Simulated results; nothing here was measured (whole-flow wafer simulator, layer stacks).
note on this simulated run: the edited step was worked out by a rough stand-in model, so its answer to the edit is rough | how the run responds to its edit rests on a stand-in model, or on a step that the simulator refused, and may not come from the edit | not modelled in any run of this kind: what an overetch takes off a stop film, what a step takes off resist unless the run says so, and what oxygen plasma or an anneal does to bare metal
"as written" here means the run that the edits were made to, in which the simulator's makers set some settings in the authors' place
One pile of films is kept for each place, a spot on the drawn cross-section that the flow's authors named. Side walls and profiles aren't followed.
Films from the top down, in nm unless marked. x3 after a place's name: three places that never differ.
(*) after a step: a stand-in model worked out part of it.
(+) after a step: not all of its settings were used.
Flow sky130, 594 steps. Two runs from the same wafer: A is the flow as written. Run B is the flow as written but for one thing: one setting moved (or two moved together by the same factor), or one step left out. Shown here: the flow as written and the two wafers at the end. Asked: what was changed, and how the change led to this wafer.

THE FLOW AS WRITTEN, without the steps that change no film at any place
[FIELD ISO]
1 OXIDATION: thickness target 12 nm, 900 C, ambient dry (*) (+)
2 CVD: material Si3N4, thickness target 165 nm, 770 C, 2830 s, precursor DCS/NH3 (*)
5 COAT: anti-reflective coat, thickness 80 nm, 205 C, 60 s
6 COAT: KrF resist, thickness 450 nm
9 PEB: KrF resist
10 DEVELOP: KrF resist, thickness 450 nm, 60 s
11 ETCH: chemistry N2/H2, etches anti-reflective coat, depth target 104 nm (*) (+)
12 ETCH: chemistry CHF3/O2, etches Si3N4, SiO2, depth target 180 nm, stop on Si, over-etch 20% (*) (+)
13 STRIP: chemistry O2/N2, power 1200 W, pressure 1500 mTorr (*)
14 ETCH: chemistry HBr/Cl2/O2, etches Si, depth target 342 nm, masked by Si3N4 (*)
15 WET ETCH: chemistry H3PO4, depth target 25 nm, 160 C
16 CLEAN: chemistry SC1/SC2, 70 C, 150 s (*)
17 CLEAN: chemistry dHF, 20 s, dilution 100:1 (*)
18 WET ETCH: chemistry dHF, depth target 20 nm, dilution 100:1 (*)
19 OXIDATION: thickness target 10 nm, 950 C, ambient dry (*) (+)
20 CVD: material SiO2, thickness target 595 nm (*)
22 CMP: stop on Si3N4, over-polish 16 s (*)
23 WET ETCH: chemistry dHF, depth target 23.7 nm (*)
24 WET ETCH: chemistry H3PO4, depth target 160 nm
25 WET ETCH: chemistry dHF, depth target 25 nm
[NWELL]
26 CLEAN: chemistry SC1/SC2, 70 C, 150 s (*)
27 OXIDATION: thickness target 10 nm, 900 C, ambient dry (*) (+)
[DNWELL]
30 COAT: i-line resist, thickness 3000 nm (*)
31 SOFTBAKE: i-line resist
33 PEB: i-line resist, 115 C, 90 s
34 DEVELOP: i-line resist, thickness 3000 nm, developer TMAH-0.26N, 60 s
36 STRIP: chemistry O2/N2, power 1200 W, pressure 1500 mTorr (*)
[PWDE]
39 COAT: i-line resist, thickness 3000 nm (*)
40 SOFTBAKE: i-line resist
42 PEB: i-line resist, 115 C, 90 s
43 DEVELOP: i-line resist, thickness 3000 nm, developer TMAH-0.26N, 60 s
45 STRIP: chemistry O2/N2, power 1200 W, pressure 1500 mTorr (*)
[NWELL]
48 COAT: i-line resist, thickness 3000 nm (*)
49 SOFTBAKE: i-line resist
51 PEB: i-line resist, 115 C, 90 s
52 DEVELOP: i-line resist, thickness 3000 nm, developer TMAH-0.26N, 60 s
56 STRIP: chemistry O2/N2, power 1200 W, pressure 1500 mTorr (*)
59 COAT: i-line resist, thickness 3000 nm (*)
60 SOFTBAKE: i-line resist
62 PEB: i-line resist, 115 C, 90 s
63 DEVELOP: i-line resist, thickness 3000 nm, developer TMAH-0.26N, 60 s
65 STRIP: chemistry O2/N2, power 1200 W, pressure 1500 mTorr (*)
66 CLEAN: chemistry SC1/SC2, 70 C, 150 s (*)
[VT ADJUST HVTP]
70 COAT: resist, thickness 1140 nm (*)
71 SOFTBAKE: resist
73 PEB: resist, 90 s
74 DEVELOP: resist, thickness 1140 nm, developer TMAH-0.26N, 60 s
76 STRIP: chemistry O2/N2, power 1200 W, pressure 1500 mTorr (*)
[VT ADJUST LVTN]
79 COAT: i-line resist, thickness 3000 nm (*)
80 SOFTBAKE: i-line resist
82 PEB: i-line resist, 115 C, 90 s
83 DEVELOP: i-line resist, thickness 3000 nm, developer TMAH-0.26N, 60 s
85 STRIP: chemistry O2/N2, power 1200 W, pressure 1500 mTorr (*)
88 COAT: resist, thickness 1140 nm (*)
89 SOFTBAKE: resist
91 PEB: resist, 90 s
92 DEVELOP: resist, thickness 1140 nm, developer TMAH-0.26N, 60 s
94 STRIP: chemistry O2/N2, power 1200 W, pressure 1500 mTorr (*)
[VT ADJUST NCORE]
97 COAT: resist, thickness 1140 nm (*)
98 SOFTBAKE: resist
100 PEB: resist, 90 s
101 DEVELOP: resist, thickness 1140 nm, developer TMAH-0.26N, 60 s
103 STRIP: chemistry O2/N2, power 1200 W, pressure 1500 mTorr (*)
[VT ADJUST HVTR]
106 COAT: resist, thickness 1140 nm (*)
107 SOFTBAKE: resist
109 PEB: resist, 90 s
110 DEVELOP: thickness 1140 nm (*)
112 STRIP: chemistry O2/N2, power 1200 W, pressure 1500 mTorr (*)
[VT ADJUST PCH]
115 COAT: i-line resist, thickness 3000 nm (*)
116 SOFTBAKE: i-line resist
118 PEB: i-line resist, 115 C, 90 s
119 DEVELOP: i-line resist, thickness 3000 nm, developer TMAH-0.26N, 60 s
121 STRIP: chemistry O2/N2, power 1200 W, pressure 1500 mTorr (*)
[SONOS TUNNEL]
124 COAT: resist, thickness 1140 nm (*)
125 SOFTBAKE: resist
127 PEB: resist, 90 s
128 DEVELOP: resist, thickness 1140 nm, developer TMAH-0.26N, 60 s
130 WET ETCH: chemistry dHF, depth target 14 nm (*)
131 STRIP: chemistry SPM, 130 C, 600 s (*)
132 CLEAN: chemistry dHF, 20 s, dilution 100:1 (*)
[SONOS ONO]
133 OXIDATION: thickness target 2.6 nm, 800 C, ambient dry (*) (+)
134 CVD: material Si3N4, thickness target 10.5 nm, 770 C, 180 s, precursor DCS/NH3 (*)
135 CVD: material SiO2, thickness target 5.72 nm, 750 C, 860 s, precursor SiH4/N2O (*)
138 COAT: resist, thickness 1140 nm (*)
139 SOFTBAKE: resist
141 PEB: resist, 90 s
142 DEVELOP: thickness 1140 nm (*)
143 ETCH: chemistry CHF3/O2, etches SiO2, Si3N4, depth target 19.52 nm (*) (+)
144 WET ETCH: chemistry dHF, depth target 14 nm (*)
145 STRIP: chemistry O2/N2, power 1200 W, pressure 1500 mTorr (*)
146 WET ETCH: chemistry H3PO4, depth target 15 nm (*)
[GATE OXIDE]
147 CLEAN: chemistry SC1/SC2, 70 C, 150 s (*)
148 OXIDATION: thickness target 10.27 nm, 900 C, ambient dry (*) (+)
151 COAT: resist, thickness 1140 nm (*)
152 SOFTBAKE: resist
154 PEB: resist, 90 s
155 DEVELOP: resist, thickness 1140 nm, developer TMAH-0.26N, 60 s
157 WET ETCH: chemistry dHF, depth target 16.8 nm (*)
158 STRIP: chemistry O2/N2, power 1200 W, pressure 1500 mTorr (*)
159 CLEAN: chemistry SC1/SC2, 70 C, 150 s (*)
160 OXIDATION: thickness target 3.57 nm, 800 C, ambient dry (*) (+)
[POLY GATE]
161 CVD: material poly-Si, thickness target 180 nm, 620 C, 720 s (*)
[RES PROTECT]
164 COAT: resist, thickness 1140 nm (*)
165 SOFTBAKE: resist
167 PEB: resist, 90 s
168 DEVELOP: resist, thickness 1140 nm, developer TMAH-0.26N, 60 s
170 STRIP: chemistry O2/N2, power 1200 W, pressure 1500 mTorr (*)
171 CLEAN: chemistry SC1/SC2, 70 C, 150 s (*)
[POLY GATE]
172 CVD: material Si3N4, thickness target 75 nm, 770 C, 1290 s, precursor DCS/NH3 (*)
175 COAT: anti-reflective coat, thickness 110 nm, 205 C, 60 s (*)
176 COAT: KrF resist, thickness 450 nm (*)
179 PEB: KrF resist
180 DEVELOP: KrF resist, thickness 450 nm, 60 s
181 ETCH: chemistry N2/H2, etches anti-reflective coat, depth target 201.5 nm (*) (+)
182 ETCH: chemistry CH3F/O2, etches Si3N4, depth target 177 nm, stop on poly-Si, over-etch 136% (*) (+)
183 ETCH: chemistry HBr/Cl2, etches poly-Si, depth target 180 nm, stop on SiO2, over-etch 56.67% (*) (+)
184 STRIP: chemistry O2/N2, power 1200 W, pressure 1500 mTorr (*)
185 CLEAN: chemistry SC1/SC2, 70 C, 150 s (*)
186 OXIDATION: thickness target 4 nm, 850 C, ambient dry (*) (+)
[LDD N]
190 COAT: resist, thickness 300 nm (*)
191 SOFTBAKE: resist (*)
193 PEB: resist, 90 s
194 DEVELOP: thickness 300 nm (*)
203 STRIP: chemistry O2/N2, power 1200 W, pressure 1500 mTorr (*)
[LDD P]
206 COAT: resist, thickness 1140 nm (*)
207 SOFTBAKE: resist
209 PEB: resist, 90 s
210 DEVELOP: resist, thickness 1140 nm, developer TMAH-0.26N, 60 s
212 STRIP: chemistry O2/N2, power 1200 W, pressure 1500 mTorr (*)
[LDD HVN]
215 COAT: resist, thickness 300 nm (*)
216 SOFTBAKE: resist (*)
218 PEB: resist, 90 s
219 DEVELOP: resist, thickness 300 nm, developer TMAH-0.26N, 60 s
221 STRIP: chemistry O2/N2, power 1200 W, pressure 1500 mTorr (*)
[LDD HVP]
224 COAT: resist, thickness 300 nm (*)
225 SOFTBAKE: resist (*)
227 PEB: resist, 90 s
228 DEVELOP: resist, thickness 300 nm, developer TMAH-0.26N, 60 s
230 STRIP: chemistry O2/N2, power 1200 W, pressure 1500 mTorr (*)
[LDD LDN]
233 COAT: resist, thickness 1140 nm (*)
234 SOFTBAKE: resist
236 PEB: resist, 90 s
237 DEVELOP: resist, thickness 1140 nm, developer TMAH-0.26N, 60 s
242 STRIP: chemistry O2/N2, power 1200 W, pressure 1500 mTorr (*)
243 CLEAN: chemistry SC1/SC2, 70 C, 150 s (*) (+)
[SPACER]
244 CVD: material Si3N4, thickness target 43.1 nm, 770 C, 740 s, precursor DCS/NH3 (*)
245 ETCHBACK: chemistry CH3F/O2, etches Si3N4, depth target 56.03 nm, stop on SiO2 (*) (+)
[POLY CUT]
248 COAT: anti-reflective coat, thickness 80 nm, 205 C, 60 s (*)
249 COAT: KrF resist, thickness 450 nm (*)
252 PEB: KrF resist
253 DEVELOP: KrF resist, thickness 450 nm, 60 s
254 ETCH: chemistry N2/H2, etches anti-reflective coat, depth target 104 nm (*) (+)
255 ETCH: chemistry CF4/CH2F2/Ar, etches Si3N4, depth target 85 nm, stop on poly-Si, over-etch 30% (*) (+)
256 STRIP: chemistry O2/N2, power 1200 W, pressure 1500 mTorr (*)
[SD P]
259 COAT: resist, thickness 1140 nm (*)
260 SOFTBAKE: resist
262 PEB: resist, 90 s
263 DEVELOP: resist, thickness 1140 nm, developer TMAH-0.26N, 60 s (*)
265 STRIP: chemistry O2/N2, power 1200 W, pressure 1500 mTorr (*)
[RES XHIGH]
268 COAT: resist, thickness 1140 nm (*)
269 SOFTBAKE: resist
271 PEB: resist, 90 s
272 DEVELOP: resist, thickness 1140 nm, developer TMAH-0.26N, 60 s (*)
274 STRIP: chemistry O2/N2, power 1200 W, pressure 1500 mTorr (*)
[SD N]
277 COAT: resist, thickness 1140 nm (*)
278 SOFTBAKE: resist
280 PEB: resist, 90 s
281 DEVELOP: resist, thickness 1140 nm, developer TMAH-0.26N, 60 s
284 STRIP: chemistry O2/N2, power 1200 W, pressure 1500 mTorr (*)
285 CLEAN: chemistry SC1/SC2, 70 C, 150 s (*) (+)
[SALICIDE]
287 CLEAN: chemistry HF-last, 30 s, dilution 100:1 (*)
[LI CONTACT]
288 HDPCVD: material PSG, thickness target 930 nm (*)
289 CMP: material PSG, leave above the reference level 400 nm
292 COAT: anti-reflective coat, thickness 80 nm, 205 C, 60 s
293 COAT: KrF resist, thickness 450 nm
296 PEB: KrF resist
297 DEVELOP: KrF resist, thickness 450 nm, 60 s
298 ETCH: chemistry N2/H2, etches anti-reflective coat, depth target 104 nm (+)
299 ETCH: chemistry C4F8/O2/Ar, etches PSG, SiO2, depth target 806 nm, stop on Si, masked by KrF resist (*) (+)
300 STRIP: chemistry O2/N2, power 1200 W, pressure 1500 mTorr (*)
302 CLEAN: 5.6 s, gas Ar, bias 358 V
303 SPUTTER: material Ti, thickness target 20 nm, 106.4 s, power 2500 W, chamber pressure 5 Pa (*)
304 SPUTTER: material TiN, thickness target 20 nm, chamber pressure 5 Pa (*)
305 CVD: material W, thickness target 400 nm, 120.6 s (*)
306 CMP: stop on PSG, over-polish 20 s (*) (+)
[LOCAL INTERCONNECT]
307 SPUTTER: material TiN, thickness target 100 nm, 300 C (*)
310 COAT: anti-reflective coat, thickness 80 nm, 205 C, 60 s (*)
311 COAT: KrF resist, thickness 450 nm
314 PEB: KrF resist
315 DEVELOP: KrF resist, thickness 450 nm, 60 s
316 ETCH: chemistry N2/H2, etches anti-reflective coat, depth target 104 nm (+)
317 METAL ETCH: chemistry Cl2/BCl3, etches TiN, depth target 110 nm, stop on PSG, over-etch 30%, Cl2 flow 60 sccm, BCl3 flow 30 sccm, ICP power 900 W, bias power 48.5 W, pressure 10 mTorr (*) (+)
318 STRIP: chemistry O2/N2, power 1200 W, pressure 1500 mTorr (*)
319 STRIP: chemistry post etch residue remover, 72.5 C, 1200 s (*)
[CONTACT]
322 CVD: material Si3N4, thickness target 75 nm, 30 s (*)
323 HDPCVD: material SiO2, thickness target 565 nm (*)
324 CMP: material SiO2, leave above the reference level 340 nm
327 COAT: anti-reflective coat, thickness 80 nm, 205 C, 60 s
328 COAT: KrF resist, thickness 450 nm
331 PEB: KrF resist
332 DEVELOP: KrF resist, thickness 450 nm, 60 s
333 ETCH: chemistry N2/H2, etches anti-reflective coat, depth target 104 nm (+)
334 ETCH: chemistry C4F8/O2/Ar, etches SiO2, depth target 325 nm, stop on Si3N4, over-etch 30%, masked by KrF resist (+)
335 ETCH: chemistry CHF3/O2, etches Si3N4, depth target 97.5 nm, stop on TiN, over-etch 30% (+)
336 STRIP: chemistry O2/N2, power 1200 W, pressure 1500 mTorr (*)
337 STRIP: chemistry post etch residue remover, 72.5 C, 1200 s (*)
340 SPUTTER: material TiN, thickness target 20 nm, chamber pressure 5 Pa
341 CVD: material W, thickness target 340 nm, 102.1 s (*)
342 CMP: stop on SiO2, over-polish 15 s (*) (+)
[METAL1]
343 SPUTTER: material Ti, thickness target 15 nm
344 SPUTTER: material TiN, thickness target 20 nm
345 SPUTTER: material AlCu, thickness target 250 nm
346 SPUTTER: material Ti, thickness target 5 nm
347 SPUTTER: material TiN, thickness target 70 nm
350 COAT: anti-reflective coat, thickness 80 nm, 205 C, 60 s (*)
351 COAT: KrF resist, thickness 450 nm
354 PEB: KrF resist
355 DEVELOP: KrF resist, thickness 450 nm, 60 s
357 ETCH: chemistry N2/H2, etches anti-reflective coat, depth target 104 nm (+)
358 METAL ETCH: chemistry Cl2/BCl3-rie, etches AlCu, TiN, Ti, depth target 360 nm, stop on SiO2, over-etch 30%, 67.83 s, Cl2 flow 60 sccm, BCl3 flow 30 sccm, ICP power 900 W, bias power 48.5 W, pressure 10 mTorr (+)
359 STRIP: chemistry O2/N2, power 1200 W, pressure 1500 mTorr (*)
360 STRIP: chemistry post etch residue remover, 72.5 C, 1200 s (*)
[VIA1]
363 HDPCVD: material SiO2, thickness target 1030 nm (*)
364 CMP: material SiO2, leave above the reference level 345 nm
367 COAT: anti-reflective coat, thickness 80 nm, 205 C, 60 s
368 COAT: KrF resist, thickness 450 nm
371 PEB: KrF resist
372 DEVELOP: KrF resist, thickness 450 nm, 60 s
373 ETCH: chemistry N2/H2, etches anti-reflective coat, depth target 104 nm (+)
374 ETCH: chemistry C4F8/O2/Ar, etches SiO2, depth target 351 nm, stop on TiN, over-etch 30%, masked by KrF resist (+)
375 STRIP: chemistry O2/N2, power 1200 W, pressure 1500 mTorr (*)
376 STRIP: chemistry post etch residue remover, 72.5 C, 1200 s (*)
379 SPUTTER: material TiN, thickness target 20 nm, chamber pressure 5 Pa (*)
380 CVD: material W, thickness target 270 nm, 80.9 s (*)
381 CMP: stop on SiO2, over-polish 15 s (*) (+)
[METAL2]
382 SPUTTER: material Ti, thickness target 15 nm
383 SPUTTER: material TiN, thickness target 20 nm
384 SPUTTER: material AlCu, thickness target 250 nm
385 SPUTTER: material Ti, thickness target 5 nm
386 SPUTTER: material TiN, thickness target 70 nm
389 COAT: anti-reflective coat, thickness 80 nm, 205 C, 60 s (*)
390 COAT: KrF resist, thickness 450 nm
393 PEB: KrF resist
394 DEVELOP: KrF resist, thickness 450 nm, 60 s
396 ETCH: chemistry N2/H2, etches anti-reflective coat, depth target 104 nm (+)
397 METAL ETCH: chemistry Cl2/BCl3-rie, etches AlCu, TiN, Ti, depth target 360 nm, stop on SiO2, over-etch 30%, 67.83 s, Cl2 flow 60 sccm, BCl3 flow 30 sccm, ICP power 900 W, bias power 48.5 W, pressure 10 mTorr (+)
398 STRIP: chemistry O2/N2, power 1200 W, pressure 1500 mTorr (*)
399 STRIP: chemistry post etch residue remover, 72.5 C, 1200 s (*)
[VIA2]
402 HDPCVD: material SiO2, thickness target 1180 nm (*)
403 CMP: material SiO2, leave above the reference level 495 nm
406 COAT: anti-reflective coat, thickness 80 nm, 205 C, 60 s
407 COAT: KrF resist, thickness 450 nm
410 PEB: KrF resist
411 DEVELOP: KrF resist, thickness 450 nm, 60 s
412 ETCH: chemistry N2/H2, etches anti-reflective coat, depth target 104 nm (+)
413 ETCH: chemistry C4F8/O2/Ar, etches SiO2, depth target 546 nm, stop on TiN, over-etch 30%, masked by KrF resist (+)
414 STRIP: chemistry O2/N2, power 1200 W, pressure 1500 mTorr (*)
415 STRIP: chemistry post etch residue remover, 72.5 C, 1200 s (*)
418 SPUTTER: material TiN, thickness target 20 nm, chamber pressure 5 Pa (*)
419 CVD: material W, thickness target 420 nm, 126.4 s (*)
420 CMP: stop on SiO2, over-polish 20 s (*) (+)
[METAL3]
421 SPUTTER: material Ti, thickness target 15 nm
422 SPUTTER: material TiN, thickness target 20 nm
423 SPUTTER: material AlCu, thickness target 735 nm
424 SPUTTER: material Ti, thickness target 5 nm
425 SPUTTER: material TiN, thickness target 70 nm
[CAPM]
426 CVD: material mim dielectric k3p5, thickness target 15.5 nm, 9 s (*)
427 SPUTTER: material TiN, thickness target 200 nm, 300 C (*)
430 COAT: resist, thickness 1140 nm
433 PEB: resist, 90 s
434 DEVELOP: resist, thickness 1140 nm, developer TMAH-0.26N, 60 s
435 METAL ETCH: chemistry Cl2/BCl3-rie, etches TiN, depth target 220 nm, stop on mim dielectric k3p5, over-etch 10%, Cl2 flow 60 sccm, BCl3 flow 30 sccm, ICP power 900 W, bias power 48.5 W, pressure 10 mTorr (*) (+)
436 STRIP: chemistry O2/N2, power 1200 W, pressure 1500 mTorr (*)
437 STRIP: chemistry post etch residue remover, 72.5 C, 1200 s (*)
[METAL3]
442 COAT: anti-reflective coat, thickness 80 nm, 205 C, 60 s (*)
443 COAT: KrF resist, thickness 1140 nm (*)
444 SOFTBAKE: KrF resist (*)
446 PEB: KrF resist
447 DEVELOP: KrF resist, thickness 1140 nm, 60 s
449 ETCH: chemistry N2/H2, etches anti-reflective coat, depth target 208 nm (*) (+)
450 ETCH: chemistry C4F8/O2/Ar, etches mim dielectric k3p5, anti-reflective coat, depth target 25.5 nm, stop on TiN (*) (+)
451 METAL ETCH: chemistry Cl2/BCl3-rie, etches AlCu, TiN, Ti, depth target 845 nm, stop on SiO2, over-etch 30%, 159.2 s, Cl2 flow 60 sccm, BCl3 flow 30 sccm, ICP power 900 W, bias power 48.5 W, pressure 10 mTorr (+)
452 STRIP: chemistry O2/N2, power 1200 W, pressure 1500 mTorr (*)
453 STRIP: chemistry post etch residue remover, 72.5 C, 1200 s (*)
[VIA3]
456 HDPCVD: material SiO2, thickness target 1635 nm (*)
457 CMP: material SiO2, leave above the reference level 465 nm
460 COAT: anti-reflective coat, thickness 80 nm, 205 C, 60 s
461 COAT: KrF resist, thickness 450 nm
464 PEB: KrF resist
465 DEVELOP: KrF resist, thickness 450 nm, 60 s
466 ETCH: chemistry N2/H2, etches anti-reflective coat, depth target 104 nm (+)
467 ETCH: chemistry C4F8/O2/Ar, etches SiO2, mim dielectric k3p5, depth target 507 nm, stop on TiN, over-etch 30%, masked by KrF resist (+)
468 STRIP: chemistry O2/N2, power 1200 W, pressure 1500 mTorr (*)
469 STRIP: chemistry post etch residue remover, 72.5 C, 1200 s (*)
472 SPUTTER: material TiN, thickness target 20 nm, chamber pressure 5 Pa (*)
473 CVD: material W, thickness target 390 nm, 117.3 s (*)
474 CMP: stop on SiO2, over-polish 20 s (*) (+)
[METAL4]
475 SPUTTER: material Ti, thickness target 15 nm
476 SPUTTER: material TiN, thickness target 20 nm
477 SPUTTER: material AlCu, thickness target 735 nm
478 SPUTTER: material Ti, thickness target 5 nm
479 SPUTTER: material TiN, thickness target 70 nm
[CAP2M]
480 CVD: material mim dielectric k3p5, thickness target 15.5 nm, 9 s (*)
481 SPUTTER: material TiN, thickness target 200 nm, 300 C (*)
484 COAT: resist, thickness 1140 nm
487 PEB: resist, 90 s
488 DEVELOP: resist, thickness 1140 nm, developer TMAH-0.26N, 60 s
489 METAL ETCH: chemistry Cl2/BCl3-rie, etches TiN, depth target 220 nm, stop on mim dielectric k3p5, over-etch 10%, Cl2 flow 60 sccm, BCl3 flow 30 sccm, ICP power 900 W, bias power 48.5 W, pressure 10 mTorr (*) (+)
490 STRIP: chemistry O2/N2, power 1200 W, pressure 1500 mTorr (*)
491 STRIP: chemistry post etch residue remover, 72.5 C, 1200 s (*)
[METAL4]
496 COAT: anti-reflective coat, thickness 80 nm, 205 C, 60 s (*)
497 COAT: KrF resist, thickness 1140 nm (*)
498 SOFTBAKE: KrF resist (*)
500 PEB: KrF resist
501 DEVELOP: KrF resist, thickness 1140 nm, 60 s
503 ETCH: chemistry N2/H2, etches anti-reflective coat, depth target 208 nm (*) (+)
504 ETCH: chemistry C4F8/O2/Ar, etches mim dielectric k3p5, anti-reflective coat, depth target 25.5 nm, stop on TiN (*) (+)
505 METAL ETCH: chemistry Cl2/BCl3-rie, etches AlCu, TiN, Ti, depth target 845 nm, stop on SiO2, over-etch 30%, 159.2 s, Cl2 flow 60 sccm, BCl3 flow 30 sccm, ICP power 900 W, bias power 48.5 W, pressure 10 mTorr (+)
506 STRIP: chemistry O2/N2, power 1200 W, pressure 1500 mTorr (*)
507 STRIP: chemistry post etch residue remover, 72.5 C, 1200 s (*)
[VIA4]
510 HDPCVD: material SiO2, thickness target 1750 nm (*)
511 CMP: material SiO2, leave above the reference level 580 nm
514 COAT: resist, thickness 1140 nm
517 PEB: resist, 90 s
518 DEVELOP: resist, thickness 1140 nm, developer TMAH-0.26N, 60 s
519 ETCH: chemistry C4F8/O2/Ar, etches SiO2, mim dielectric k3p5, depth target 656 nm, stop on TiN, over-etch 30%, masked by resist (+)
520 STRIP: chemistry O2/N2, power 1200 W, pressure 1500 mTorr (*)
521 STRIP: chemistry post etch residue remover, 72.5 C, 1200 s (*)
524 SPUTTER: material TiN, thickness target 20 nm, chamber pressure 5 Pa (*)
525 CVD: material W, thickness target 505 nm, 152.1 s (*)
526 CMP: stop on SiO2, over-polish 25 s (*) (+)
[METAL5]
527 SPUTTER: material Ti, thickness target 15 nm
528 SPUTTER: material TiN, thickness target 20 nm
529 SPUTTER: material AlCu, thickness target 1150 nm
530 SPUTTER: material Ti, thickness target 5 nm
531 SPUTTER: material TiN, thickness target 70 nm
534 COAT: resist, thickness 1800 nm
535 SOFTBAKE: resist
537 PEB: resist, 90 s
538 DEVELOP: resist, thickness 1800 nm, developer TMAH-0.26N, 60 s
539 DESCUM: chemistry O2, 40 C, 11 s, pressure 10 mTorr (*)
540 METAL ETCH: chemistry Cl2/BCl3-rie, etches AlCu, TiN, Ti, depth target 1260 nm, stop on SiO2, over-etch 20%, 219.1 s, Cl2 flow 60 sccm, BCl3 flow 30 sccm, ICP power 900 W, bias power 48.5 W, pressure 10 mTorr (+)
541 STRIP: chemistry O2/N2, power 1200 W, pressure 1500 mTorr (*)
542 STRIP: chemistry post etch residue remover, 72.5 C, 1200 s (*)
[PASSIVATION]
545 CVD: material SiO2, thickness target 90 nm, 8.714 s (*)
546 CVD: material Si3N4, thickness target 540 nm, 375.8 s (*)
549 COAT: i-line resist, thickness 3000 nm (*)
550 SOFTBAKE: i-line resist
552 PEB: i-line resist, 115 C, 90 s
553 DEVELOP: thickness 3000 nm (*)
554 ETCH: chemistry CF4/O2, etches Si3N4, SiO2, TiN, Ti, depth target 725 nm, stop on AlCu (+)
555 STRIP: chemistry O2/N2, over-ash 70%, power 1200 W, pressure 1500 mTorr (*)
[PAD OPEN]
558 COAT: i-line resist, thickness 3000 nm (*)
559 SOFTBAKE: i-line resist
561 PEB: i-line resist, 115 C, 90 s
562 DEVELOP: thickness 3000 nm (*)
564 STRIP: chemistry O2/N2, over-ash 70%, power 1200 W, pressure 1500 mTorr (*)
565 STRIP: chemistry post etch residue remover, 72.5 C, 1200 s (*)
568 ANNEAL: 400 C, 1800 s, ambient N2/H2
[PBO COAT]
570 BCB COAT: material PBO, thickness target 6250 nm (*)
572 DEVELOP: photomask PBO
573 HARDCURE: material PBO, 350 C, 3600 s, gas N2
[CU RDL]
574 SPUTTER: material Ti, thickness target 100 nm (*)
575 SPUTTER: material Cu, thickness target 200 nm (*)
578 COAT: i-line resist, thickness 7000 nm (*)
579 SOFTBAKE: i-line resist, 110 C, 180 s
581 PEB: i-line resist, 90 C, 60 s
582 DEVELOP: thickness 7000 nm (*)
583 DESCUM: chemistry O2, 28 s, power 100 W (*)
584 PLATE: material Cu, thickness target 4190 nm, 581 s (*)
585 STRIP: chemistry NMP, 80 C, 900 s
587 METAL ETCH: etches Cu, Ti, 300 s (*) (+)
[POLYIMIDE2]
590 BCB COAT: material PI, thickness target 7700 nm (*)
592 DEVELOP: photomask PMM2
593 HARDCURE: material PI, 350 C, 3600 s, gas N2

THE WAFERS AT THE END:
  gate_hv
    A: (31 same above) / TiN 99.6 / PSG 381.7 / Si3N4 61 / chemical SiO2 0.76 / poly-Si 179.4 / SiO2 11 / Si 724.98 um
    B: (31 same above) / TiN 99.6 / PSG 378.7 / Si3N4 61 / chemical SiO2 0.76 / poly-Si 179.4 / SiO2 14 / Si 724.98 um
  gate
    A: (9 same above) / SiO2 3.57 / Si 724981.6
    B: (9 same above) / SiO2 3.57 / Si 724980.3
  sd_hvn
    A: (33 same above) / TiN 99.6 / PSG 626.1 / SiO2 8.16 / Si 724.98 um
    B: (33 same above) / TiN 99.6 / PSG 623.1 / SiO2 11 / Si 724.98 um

The cause: step 148, OXIDATION: thickness target 13.35 nm was run, where the flow has thickness target 10.27 nm.

How the change led to this, step by step:
  148 OXIDATION: thickness target 10.27 nm, 900 C, ambient dry (*) (+)
      active, n_well, p_well and 98 more: A SiO2 +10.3 (new film), chemical SiO2 -0.76 (all of it), Si -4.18 | B SiO2 +13.3 (new film), chemical SiO2 -0.76 (all of it), Si -5.54
      mim, vpp_sp, vpp_ln and 61 more: A SiO2 +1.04, Si -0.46 | B SiO2 +1.6, Si -0.7
      (and at 23 more places)
  157 WET ETCH: chemistry dHF, depth target 16.8 nm (*)
      active, n_well, p_well and 58 more: A SiO2 -10.3 (all of it) | B SiO2 -13.3 (all of it)
  175 COAT: anti-reflective coat, thickness 110 nm, 205 C, 60 s (*)
      rpm_encl, rpm_encl_psd: A anti-reflective coat +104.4 (new film) | B anti-reflective coat +108.5 (new film)
      wcut_fox_pw_lv: A anti-reflective coat +81.5 (new film) | B anti-reflective coat +89.9 (new film)
  181 ETCH: chemistry N2/H2, etches anti-reflective coat, depth target 201.5 nm (*) (+)
      rpm_encl, rpm_encl_psd: A anti-reflective coat -104.4 (all of it), Si3N4 -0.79 | B anti-reflective coat -108.5 (all of it), Si3N4 -0.73
  184 STRIP: chemistry O2/N2, power 1200 W, pressure 1500 mTorr (*)
      wcut_fox_pw_lv: A KrF resist -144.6 (all of it), anti-reflective coat -81.5 (all of it) | B KrF resist -139.6 (all of it), anti-reflective coat -89.9 (all of it)
      wcut_nlvt: A KrF resist -134.6 (all of it), anti-reflective coat -142.2 (all of it) | B KrF resist -138 (all of it), anti-reflective coat -143.3 (all of it)
  248 COAT: anti-reflective coat, thickness 80 nm, 205 C, 60 s (*)
      m1: A anti-reflective coat +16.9 (new film) | B anti-reflective coat +16.3 (new film)
      pplus_nw: A anti-reflective coat +54 (new film) | B anti-reflective coat +55.3 (new film)
      (and at 7 more places)
  256 STRIP: chemistry O2/N2, power 1200 W, pressure 1500 mTorr (*)
      m1: A KrF resist -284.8 (all of it), anti-reflective coat -16.9 (all of it) | B KrF resist -283.9 (all of it), anti-reflective coat -16.3 (all of it)
      pplus_nw: A KrF resist -440.5 (all of it), anti-reflective coat -54 (all of it) | B KrF resist -440.6 (all of it), anti-reflective coat -55.3 (all of it)
      (and at 7 more places)
  306 CMP: stop on PSG, over-polish 20 s (*) (+)
      poly_licon: A W -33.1 | B W -34.8
